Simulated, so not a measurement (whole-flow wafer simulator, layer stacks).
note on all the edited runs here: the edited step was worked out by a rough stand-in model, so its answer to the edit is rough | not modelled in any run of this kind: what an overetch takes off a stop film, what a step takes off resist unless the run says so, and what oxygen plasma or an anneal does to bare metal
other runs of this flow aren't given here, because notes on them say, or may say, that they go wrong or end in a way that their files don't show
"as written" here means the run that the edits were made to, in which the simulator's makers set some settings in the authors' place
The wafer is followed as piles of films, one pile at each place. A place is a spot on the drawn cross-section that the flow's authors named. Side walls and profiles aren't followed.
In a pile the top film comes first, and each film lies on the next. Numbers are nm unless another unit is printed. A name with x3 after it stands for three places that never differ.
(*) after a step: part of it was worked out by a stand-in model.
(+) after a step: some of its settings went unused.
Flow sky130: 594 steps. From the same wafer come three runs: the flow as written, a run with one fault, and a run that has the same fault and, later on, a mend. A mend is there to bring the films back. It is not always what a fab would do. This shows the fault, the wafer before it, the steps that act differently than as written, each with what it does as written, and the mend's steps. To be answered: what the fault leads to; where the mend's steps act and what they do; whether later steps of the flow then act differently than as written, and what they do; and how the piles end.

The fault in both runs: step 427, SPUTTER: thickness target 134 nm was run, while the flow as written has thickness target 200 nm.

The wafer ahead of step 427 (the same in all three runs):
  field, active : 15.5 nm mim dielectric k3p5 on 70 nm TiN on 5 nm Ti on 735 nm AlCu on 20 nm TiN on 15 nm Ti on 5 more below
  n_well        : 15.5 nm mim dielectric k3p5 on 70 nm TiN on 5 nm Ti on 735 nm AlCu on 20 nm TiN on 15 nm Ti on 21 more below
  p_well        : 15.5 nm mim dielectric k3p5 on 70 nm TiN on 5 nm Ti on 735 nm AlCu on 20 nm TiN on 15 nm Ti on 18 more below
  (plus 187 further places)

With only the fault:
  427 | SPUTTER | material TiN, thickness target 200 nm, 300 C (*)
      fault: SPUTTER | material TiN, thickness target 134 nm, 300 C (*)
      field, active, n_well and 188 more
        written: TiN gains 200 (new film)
        fault: TiN gains 134 (new film)
  Later steps of the flow acting differently than as written (2 more steps, not shown, differ only slightly: by at most 2% or 0.5 nm, whichever is larger):
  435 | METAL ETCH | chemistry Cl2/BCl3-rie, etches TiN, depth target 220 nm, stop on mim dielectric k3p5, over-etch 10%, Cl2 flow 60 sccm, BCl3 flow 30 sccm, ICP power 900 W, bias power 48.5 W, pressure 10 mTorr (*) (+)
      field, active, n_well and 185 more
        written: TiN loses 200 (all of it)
        fault: TiN loses 134 (all of it)
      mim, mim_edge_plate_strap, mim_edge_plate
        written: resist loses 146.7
        fault: resist loses 98.3
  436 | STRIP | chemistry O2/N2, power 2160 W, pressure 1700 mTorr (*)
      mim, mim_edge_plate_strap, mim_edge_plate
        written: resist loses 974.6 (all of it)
        fault: resist loses 1023 (all of it)
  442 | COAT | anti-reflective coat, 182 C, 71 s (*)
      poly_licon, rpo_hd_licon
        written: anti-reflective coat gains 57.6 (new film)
        fault: anti-reflective coat gains 75.3 (new film)
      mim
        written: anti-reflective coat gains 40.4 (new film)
        fault: anti-reflective coat gains 29.7 (new film)
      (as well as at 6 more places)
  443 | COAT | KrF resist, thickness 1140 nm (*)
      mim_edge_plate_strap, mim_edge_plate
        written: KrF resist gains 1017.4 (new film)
        fault: KrF resist gains 1083.4 (new film)
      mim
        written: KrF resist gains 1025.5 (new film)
        fault: KrF resist gains 1082.3 (new film)
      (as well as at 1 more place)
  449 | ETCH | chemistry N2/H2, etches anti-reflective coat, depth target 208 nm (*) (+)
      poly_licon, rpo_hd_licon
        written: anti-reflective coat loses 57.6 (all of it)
        fault: anti-reflective coat loses 75.3 (all of it)
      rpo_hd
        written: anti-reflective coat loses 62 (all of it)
        fault: anti-reflective coat loses 72.7 (all of it)
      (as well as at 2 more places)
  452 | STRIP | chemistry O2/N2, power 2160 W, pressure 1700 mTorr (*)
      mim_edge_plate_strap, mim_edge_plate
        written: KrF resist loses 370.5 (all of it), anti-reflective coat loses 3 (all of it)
        fault: KrF resist loses 436.4 (all of it), anti-reflective coat loses 3 (all of it)
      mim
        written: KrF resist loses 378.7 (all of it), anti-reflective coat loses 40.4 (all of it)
        fault: KrF resist loses 435.3 (all of it), anti-reflective coat loses 29.7 (all of it)
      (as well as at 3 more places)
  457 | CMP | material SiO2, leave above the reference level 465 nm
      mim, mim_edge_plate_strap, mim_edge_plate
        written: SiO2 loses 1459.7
        fault: SiO2 loses 1393.7
  By the end, the piles at mim, mim_edge_plate_strap, mim_edge_plate depart from the flow's by more than 2% or 0.5 nm, whichever is larger.
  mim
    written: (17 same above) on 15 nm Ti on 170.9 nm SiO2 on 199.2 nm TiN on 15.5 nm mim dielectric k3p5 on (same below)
    fault: (17 same above) on 15 nm Ti on 236.9 nm SiO2 on 133.2 nm TiN on 15.5 nm mim dielectric k3p5 on (same below)
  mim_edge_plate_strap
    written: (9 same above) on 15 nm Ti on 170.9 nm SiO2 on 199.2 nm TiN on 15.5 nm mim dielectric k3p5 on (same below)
    fault: (9 same above) on 15 nm Ti on 236.9 nm SiO2 on 133.2 nm TiN on 15.5 nm mim dielectric k3p5 on (same below)
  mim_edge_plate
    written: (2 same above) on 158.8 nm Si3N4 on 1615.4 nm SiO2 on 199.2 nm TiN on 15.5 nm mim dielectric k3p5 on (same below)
    fault: (2 same above) on 158.8 nm Si3N4 on 1681.4 nm SiO2 on 133.2 nm TiN on 15.5 nm mim dielectric k3p5 on (same below)

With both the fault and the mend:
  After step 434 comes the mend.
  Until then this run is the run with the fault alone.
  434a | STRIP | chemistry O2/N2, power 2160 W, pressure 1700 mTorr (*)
      mim, mim_edge_plate_strap, mim_edge_plate
        resist loses 1121.3 (all of it)
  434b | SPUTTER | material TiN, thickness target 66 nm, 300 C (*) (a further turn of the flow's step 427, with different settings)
      field, active, n_well and 188 more
        TiN gains 66
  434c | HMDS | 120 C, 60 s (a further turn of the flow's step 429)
      alters no film at any place that is followed
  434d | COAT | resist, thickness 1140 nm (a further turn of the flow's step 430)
      field, active, n_well and 186 more
        resist gains 1140 (new film)
      m1, via2_hole
        resist gains 1140.6 (new film)
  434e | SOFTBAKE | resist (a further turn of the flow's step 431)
      alters no film at any place that is followed
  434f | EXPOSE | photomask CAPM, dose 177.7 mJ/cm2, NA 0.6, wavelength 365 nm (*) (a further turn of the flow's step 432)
      alters no film at any place that is followed
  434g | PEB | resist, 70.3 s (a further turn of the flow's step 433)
      field, active, n_well and 188 more
        resist loses 18.7
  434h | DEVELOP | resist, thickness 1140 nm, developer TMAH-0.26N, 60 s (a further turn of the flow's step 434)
      field, active, n_well and 183 more
        resist loses 1121.3 (all of it)
      m1, via2_hole
        resist loses 1121.9 (all of it)
  Later steps of the flow that are run all act as written at every place that is followed.
  At every place that both follow, the piles at the end match the flow's.
